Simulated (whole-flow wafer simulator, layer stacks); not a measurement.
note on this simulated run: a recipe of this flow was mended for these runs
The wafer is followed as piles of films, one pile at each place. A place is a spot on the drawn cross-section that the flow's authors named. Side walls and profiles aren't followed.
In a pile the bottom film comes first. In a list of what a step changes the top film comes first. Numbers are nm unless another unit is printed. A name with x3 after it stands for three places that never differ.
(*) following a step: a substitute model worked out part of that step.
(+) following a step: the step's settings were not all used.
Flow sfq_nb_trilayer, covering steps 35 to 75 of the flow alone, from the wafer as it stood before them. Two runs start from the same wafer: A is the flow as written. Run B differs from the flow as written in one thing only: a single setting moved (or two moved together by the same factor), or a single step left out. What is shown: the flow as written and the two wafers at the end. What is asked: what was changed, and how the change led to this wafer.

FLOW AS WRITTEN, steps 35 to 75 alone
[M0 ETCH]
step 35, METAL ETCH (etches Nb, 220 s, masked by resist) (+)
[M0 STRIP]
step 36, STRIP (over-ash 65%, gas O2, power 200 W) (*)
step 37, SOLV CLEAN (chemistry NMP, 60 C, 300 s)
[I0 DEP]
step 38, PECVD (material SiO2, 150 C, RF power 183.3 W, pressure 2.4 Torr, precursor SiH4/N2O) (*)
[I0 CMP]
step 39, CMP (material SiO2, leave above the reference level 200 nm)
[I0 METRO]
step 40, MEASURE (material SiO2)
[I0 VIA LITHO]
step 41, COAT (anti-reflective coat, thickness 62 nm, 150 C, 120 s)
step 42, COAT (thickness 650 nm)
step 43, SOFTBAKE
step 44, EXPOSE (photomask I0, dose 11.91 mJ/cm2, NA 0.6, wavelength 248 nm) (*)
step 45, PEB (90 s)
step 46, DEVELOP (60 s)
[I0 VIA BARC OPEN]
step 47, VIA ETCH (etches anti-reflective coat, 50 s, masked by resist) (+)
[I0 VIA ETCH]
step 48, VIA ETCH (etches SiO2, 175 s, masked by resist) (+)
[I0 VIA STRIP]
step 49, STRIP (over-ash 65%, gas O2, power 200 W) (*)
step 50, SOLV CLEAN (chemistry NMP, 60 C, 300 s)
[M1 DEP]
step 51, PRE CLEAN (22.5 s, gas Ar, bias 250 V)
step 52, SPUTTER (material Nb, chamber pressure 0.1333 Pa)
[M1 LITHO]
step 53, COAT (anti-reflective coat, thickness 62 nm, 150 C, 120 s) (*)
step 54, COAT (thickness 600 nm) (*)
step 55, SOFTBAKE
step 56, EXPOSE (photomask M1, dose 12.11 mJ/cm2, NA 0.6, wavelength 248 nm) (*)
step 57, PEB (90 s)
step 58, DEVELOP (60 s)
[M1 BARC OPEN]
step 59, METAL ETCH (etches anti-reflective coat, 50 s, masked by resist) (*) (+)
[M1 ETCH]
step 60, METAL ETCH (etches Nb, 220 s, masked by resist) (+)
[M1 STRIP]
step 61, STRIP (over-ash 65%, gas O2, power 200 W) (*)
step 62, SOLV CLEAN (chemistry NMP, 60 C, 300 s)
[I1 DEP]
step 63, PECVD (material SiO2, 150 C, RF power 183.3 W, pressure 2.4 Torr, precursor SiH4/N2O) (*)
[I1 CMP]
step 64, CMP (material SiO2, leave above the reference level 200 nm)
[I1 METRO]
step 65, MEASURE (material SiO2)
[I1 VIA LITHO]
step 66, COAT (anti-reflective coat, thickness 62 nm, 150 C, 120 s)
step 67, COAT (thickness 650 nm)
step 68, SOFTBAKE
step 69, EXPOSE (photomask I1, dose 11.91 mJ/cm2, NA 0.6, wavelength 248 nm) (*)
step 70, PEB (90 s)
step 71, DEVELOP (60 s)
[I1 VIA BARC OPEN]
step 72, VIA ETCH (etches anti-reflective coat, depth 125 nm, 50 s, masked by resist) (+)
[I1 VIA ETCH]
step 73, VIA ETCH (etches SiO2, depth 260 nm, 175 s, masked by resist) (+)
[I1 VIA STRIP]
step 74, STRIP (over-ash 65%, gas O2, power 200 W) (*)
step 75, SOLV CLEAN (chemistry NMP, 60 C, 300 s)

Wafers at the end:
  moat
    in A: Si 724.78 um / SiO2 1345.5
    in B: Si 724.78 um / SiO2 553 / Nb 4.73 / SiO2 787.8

What caused this: step 35, METAL ETCH: 179 s was run, though the flow has 220 s.

How this came from the change, step by step:
  step 35, METAL ETCH (etches Nb, 220 s, masked by resist) (+)
      moat, m0r_space_l x2: A -200 Nb (all of it), -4 SiO2 | B -195.3 Nb
      field_l, v_sur, via_wl and 100 more: A -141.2 KrF-resist-other-grade | B -114.9 KrF-resist-other-grade
  step 36, STRIP (over-ash 65%, gas O2, power 200 W) (*)
      p4_fl x53, wl_j_sl x16, wl_d_sl x2: A -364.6 KrF-resist-other-grade (all of it), -62 anti-reflective coat (all of it) | B -390.9 KrF-resist-other-grade (all of it), -62 anti-reflective coat (all of it)
      jj_sur, ce_l, c5j, res, r_end: A -370.5 KrF-resist-other-grade (all of it), -63.7 anti-reflective coat (all of it) | B -396.8 KrF-resist-other-grade (all of it), -63.7 anti-reflective coat (all of it)
      (as well as at 27 more places)
  step 38, PECVD (material SiO2, 150 C, RF power 183.3 W, pressure 2.4 Torr, precursor SiH4/N2O) (*)
      moat, m0r_space_l x2: A +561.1 SiO2 | B +552.3 SiO2 (new film)
With metal films that touch counted as one body, moat has 1 body; the flow as written gives 0 bodies.
